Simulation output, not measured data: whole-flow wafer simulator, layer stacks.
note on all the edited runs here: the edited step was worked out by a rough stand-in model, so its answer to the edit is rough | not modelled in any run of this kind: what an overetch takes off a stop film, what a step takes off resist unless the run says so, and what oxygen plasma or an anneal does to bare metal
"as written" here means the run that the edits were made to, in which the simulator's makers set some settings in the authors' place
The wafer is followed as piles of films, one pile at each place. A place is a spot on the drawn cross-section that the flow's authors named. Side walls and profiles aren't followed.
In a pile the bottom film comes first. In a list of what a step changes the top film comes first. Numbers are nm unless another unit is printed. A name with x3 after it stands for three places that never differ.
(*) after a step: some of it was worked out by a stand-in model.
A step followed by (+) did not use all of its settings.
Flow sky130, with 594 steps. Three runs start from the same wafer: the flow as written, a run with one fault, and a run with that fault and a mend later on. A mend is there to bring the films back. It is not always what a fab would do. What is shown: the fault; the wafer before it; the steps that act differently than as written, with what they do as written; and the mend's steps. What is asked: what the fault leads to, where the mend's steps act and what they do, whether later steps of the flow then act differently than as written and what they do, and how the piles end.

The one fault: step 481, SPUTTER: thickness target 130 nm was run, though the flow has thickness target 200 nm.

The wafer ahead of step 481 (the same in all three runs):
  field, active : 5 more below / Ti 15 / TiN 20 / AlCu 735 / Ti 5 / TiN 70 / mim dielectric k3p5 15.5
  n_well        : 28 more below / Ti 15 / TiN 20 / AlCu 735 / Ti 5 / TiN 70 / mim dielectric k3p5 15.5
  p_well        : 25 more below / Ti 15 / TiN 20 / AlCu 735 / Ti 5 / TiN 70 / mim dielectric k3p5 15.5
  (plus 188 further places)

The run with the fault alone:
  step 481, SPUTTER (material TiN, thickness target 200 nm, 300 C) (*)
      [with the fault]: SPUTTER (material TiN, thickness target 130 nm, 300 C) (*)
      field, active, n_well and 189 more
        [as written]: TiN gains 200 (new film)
        [with the fault]: TiN gains 130 (new film)
  Later steps of the flow acting differently than as written (4 other steps are not shown; they differ only slightly, by no more than 2% or 0.5 nm, whichever is larger):
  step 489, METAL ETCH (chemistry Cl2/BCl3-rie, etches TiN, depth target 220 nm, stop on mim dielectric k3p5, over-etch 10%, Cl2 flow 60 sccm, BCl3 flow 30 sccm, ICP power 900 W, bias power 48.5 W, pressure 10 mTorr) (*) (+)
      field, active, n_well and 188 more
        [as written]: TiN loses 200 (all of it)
        [with the fault]: TiN loses 130 (all of it)
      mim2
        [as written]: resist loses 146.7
        [with the fault]: resist loses 95.3
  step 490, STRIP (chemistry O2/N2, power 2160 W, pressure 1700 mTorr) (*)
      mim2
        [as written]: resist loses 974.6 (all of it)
        [with the fault]: resist loses 1025.9 (all of it)
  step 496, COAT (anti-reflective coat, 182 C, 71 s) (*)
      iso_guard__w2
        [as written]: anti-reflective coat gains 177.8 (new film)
        [with the fault]: anti-reflective coat gains 132.2 (new film)
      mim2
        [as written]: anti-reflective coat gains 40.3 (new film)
        [with the fault]: anti-reflective coat gains 29.5 (new film)
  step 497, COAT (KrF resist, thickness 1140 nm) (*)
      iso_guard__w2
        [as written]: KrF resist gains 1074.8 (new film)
        [with the fault]: KrF resist gains 1105.5 (new film)
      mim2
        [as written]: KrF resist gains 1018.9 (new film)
        [with the fault]: KrF resist gains 1081.4 (new film)
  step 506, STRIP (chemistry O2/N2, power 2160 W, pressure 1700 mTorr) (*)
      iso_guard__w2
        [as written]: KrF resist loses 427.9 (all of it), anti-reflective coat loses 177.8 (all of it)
        [with the fault]: KrF resist loses 458.5 (all of it), anti-reflective coat loses 132.2 (all of it)
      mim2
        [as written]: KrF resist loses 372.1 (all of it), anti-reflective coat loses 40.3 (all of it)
        [with the fault]: KrF resist loses 434.4 (all of it), anti-reflective coat loses 29.5 (all of it)
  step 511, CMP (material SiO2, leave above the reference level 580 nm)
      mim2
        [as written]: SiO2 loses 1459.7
        [with the fault]: SiO2 loses 1389.7
  The piles end different from the flow's at mim2 by more than 2% or 0.5 nm, whichever is larger.
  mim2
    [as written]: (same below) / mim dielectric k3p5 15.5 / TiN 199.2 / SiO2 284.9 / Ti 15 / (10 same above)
    [with the fault]: (same below) / mim dielectric k3p5 15.5 / TiN 129.2 / SiO2 354.9 / Ti 15 / (10 same above)

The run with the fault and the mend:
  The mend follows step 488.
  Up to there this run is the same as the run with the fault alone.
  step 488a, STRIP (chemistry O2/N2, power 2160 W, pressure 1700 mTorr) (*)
      mim2
        resist loses 1121.3 (all of it)
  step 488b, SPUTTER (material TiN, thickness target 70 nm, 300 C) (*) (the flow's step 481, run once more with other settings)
      field, active, n_well and 189 more
        TiN gains 70
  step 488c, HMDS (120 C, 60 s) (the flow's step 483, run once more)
      leaves every film unchanged at each place that is followed
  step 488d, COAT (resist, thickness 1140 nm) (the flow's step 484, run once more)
      field, active, n_well and 187 more
        resist gains 1140 (new film)
      m1, via3_hole
        resist gains 1140.6 (new film)
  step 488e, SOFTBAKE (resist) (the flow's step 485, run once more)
      leaves every film unchanged at each place that is followed
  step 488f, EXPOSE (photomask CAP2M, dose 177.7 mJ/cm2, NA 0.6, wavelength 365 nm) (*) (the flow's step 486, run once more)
      leaves every film unchanged at each place that is followed
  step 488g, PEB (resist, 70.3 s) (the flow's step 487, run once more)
      field, active, n_well and 189 more
        resist loses 18.7
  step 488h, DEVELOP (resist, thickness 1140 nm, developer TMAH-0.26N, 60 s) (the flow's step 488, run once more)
      field, active, n_well and 186 more
        resist loses 1121.3 (all of it)
      m1, via3_hole
        resist loses 1121.9 (all of it)
  Every later step of the flow that is run acts as written at every place that is followed.
  By the end, the piles equal the flow's at every place that both follow.
